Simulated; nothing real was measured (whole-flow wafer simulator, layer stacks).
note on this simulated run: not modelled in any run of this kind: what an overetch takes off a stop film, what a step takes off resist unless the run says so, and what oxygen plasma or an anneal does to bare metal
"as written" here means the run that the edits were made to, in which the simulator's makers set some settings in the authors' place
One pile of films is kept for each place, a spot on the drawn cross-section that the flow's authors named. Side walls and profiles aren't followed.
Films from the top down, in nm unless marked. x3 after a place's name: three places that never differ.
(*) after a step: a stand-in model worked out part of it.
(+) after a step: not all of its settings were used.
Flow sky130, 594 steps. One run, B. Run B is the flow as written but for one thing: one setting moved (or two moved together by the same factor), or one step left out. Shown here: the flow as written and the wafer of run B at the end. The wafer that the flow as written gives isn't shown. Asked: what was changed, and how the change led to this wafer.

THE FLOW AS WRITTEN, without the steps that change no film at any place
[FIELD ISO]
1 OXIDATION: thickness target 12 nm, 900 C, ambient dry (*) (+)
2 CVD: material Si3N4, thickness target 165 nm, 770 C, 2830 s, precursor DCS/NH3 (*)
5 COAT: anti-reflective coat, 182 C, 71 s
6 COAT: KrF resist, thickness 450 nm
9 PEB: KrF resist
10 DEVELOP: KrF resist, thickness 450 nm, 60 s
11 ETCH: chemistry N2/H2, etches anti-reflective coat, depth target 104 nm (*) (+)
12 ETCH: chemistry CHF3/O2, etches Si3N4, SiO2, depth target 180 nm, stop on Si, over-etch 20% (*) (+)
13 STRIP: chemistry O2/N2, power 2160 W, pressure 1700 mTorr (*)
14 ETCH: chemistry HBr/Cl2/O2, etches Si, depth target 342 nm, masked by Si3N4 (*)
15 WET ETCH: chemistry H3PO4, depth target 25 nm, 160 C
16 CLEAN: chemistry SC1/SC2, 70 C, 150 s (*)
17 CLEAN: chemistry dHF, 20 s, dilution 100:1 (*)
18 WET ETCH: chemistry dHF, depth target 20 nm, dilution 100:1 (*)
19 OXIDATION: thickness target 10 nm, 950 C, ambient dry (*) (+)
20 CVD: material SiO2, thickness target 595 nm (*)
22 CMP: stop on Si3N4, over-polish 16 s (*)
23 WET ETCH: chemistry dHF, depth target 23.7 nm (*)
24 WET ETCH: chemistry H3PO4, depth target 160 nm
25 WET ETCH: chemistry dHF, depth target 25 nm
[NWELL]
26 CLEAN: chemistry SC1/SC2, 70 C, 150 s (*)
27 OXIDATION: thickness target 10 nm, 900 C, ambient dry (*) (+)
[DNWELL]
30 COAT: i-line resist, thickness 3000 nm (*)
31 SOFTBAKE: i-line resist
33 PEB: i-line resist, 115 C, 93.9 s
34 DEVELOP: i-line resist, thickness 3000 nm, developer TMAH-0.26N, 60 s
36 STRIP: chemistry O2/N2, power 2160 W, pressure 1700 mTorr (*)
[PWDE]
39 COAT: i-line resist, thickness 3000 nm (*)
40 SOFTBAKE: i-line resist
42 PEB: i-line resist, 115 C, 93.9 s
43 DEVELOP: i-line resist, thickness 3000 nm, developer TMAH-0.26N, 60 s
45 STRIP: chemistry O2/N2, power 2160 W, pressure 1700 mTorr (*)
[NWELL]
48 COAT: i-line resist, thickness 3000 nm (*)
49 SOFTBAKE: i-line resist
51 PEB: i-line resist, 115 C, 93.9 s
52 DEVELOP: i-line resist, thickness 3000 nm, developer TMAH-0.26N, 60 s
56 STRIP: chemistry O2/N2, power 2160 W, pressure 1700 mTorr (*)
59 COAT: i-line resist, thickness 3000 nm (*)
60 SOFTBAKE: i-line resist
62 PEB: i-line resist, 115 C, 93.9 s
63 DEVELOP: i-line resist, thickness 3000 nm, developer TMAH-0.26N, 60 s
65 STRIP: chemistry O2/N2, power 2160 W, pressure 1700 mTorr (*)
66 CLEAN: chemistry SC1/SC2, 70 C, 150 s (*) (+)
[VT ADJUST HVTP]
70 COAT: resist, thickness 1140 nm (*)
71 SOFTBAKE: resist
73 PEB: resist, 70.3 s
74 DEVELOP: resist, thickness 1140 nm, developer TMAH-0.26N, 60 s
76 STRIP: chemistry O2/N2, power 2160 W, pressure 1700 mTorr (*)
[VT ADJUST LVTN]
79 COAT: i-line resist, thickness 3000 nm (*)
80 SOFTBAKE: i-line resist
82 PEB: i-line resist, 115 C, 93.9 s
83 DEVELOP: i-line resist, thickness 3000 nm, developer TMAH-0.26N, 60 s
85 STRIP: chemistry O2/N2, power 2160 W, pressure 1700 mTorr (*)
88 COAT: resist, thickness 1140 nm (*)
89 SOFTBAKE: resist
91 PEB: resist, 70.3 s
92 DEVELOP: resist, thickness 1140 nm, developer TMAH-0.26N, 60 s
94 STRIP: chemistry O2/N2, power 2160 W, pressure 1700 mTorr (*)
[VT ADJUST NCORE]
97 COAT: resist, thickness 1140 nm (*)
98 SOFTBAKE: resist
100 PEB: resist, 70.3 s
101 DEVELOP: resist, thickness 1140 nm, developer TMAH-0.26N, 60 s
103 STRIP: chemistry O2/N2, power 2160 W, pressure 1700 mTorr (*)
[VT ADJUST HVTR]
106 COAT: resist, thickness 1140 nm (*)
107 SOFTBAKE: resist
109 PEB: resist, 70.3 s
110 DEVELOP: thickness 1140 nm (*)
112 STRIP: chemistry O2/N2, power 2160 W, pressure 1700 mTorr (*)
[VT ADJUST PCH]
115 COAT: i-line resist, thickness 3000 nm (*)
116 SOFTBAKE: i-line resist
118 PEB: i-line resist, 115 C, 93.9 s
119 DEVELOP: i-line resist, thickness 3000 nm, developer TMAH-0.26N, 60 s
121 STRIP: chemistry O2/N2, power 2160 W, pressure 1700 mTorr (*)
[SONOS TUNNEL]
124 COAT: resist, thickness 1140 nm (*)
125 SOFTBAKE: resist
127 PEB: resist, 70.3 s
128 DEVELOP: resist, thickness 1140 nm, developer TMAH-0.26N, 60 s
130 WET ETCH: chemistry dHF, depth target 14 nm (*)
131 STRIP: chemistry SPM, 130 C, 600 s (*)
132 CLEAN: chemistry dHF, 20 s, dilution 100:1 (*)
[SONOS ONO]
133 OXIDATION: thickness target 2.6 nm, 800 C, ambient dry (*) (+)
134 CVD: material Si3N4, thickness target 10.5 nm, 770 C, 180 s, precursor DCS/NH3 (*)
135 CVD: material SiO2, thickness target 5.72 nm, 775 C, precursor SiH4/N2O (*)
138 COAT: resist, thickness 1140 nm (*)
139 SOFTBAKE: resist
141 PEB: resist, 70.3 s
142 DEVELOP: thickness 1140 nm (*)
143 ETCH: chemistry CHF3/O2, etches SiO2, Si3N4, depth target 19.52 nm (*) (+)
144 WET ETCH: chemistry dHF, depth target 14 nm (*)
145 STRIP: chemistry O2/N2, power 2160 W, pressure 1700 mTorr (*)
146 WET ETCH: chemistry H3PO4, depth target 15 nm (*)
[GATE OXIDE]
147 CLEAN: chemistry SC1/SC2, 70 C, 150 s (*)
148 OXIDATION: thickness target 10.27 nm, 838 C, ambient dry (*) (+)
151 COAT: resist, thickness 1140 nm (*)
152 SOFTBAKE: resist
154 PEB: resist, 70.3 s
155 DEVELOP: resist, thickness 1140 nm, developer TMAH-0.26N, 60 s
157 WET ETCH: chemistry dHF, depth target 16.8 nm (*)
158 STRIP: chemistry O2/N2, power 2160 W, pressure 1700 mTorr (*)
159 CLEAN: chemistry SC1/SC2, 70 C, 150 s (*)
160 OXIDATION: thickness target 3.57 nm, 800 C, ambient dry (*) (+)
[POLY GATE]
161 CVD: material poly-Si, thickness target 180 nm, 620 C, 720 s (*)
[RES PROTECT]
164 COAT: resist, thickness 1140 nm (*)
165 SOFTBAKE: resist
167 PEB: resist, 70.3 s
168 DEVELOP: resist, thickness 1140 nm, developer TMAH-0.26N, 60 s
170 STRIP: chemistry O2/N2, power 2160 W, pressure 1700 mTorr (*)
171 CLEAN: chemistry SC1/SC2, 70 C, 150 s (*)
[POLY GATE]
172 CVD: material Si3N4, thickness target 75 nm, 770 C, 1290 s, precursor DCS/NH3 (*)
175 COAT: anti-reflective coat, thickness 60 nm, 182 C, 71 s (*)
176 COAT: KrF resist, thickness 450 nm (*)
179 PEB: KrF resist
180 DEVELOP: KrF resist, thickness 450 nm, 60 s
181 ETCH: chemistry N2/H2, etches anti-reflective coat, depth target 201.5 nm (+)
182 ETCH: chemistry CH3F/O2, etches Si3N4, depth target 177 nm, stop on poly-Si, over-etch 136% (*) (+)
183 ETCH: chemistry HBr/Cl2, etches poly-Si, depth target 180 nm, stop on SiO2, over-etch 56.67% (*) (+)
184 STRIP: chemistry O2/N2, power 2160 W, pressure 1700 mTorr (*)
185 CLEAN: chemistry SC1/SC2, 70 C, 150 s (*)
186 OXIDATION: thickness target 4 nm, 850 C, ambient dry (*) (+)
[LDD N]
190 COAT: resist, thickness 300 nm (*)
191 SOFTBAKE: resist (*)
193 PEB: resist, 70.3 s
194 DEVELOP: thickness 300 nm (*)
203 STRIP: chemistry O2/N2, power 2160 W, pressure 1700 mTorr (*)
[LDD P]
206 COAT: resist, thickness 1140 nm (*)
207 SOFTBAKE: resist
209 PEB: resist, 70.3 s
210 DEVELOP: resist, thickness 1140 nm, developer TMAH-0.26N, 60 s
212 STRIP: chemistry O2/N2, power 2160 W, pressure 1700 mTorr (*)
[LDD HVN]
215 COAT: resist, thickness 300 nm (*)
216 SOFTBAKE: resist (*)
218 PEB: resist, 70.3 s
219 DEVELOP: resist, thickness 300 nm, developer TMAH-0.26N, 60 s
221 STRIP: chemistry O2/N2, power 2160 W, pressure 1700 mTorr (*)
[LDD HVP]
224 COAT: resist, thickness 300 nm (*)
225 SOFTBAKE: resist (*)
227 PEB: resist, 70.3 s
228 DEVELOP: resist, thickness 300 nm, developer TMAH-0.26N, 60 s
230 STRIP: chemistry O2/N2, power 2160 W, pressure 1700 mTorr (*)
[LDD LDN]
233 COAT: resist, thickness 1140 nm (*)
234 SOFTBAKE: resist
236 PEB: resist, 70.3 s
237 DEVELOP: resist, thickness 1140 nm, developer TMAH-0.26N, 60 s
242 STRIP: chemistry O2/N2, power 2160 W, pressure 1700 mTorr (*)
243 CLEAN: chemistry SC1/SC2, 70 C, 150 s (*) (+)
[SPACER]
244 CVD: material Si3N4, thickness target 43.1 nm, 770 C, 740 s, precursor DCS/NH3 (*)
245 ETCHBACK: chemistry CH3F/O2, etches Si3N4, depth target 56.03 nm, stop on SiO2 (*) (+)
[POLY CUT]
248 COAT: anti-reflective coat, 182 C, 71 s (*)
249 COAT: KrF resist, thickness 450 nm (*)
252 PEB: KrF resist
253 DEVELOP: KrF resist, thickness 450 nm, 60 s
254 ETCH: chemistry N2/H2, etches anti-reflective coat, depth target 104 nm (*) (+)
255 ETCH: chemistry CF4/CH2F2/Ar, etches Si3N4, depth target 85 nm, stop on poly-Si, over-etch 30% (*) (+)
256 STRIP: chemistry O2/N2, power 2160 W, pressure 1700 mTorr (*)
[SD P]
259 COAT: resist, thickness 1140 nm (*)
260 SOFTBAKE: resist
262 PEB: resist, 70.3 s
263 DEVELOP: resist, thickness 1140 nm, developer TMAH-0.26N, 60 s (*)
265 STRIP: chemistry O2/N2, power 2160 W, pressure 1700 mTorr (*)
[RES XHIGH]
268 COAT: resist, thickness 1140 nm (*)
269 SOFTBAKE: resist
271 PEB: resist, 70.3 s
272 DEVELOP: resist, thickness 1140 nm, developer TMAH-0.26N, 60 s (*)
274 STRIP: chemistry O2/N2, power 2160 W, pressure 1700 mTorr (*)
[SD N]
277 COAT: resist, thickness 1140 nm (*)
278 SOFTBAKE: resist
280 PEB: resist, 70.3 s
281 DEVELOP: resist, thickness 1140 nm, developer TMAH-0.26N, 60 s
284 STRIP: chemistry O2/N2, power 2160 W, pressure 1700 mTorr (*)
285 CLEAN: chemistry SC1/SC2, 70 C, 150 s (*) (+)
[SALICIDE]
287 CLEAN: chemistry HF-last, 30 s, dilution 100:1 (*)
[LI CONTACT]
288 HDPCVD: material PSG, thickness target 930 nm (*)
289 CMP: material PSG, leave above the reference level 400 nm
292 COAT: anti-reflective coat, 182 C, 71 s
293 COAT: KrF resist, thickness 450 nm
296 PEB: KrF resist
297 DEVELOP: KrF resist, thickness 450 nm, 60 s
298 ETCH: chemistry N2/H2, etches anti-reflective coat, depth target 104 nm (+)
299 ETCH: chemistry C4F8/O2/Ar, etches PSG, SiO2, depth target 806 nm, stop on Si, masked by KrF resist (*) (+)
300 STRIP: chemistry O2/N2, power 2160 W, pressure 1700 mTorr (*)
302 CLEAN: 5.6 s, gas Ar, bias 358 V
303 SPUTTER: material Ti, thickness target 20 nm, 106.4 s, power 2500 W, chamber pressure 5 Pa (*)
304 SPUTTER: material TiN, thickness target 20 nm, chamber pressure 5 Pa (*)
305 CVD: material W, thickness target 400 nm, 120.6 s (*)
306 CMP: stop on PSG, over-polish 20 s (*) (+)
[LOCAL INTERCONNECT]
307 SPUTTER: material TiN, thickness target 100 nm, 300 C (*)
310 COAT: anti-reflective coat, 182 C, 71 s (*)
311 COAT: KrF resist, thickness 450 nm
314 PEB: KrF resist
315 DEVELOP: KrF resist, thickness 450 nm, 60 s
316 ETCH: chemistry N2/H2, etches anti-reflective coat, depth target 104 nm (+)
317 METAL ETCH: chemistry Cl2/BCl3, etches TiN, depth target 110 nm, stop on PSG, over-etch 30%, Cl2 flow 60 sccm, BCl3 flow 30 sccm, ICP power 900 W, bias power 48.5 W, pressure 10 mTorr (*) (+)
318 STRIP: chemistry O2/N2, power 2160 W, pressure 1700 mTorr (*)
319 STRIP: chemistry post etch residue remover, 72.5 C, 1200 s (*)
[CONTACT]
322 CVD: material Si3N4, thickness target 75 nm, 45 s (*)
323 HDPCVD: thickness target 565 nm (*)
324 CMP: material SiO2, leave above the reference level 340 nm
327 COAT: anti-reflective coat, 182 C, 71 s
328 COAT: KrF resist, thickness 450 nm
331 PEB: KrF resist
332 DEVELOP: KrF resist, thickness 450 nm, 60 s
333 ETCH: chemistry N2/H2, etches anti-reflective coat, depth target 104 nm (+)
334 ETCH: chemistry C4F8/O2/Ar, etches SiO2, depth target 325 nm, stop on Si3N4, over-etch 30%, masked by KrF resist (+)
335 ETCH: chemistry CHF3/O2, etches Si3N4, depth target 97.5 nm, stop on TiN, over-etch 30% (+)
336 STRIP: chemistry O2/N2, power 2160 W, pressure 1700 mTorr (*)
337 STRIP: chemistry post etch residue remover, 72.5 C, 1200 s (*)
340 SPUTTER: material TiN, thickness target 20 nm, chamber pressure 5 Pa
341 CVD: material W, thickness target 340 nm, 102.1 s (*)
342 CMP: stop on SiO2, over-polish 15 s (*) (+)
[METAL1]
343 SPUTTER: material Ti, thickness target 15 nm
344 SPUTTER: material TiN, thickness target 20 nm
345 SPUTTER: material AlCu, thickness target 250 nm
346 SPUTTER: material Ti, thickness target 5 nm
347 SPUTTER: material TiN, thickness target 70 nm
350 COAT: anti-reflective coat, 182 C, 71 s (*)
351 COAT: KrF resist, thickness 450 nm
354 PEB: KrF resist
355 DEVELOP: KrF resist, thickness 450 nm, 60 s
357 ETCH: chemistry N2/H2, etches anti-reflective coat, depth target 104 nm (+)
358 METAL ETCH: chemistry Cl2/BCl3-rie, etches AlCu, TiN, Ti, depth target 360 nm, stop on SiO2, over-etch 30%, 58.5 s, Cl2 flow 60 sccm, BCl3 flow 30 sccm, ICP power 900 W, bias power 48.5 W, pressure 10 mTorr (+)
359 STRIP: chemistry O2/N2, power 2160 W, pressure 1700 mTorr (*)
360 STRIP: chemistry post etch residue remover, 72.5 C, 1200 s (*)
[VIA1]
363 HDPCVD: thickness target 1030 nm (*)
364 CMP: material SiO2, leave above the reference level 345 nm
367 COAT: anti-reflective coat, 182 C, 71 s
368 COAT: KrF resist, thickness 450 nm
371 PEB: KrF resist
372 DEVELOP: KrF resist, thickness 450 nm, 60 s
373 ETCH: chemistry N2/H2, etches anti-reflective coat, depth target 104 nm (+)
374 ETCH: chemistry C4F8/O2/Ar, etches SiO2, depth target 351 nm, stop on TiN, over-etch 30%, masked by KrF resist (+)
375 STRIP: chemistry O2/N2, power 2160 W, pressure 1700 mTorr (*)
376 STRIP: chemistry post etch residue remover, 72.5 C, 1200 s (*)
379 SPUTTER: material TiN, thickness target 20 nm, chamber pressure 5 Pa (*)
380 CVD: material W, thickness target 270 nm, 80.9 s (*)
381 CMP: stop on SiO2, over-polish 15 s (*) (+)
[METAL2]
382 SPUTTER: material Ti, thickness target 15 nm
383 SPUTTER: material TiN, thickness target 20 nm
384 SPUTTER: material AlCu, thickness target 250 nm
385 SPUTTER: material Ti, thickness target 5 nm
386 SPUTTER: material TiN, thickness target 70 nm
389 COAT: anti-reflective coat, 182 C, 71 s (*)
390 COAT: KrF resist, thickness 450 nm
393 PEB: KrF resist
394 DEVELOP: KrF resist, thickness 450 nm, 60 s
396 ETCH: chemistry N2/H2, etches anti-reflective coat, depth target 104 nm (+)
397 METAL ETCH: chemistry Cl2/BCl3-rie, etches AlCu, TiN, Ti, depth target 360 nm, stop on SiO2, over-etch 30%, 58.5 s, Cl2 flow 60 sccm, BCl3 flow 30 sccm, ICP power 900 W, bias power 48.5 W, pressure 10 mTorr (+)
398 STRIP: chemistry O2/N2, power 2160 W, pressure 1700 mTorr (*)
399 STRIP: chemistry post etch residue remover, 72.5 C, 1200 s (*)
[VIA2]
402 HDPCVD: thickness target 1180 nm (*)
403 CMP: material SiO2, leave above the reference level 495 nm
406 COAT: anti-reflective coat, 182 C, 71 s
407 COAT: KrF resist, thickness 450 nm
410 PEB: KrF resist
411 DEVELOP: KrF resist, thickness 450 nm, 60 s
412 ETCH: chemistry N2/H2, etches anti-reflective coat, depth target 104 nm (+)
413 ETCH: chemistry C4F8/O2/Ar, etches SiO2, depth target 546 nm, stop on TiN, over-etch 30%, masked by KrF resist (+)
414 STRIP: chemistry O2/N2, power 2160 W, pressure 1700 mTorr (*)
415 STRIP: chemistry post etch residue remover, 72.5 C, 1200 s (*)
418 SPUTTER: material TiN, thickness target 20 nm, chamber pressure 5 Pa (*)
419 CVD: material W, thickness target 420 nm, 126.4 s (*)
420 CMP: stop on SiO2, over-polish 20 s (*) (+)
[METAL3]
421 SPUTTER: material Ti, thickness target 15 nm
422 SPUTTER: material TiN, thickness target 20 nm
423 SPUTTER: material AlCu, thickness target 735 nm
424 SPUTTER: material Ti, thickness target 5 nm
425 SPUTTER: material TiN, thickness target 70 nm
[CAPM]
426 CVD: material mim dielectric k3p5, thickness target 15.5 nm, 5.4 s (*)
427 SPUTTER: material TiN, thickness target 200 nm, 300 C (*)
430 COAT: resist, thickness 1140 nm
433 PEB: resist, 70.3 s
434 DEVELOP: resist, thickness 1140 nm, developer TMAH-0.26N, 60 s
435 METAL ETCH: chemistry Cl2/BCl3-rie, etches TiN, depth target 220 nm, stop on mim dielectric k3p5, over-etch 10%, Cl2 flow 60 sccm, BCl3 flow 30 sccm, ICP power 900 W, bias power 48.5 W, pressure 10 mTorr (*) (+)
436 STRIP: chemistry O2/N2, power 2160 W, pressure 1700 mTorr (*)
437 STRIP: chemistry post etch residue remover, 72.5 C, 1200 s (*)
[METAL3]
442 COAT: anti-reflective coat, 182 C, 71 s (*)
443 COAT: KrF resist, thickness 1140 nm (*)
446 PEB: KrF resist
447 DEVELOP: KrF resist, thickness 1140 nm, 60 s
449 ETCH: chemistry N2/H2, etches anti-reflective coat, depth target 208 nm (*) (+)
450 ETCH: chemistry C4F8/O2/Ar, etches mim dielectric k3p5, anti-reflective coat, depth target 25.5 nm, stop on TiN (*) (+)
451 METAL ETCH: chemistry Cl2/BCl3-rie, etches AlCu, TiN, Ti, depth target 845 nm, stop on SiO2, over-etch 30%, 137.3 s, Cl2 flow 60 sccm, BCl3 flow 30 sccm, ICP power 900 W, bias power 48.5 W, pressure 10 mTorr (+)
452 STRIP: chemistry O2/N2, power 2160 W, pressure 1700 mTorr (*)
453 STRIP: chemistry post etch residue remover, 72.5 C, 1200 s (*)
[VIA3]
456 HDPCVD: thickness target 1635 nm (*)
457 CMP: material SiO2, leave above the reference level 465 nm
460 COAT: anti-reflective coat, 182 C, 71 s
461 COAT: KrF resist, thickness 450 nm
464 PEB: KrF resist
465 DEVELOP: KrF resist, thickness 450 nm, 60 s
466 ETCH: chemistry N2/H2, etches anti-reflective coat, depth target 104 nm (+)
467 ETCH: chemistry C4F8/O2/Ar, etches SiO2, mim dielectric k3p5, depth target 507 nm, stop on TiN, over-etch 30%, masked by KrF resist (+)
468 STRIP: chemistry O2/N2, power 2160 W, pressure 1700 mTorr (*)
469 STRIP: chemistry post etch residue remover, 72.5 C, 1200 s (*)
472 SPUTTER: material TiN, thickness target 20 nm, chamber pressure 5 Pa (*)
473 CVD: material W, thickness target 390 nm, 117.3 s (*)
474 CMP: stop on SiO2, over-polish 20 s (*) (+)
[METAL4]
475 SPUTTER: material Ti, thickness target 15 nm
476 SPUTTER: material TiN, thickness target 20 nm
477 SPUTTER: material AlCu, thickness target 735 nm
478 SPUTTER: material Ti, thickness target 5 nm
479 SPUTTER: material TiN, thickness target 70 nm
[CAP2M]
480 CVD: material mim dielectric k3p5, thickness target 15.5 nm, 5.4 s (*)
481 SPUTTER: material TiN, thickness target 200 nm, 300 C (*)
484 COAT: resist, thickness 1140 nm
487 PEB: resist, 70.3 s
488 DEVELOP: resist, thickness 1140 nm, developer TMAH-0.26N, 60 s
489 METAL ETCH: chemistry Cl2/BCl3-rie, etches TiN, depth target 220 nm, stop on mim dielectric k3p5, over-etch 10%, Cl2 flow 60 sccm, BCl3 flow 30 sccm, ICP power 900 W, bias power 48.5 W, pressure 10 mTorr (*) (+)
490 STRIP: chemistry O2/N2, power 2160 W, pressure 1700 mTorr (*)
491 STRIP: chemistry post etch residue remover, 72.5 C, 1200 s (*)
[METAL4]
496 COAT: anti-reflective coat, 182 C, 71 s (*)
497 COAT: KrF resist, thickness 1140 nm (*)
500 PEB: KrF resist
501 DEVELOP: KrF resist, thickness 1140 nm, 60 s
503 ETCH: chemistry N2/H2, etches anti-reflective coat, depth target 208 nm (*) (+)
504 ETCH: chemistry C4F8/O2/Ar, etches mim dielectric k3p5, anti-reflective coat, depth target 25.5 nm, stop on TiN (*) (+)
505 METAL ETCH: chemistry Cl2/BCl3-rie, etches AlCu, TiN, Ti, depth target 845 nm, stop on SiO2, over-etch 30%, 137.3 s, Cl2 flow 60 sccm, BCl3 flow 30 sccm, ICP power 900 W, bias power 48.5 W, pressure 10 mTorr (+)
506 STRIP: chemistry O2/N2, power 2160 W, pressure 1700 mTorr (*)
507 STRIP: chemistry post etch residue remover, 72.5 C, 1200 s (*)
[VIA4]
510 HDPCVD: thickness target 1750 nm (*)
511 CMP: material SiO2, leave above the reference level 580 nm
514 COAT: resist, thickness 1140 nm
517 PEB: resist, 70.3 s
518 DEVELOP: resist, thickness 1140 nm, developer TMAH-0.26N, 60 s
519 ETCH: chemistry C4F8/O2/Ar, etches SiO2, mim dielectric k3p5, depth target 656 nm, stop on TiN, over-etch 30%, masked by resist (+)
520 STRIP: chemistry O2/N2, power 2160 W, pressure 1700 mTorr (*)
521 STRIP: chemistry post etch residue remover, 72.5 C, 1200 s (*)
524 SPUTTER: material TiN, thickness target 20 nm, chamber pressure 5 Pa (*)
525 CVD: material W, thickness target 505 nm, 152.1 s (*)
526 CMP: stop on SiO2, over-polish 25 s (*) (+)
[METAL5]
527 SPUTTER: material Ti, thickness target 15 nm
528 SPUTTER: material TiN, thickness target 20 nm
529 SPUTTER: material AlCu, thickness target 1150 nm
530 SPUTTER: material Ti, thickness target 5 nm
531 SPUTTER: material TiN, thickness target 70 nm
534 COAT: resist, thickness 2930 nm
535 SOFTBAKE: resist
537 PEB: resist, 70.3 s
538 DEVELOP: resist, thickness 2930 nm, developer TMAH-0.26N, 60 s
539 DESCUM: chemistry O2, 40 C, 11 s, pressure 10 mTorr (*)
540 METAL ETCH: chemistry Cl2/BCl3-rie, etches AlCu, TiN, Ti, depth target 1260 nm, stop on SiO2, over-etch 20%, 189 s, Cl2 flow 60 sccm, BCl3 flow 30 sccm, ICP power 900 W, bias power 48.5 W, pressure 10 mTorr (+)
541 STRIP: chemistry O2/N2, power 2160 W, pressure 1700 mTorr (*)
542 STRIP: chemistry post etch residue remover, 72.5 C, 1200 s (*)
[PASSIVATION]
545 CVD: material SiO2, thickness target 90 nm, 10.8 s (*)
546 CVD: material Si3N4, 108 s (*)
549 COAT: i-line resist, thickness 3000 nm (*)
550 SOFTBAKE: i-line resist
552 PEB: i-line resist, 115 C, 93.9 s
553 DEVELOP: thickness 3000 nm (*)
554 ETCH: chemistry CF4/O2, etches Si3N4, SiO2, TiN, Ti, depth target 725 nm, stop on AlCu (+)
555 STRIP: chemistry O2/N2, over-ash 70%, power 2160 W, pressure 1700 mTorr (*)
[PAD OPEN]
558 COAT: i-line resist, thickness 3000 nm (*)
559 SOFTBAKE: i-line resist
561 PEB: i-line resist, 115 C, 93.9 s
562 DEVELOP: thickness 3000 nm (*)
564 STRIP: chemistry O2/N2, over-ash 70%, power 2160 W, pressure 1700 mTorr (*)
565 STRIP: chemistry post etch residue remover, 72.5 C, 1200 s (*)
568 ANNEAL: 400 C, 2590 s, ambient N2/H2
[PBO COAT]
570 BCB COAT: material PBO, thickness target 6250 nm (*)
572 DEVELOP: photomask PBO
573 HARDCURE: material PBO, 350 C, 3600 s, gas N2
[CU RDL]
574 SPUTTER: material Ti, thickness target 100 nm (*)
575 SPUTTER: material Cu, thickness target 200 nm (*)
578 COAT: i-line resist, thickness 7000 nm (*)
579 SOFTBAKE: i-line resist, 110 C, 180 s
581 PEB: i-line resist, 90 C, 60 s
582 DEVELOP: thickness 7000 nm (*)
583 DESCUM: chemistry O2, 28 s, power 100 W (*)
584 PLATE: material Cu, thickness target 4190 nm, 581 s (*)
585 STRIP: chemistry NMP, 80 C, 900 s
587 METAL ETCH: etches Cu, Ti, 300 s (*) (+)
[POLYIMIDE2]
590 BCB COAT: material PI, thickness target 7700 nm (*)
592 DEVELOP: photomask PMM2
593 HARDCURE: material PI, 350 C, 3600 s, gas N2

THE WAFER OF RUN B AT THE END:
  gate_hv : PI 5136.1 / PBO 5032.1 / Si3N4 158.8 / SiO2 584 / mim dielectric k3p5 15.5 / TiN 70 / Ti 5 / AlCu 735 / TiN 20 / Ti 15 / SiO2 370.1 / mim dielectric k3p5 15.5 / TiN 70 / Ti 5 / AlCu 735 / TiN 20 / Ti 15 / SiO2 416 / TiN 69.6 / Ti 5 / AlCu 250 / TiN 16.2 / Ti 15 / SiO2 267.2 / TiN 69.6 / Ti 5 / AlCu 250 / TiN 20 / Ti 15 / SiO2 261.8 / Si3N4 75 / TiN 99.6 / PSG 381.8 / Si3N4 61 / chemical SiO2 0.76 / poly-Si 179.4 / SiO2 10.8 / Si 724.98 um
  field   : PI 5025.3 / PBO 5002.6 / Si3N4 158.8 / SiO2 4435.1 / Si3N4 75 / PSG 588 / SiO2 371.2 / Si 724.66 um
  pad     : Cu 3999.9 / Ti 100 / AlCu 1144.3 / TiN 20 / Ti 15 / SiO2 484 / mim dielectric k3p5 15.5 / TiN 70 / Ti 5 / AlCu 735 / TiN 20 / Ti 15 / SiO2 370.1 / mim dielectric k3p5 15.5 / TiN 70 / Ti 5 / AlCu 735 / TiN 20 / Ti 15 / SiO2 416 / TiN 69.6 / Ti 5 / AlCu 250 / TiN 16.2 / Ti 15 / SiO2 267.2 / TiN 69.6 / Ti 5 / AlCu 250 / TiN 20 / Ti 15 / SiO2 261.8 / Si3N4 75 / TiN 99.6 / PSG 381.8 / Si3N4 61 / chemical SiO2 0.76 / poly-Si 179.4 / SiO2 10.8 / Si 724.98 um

The cause: step 383, SPUTTER: thickness target 16.2 nm was run, where the flow has thickness target 20 nm.
It can be read off the wafer: gate_hv has TiN 16.2, and step 383 as written asks for 20 nm.

How the change led to this, step by step:
  383 SPUTTER: material TiN, thickness target 20 nm
      field, active, n_well and 188 more: TiN +16.2 (new film) (as written it would be: TiN +20 (new film))
  397 METAL ETCH: chemistry Cl2/BCl3-rie, etches AlCu, TiN, Ti, depth target 360 nm, stop on SiO2, over-etch 30%, 58.5 s, Cl2 flow 60 sccm, BCl3 flow 30 sccm, ICP power 900 W, bias power 48.5 W, pressure 10 mTorr (+)
      field, active, gate and 82 more: TiN -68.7 (all of it), Ti -5 (all of it), AlCu -250 (all of it), TiN -16.2 (all of it), Ti -15 (all of it), SiO2 -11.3 (as written it would be: TiN -68.7 (all of it), Ti -5 (all of it), AlCu -250 (all of it), TiN -20 (all of it), Ti -15 (all of it), SiO2 -10.9)
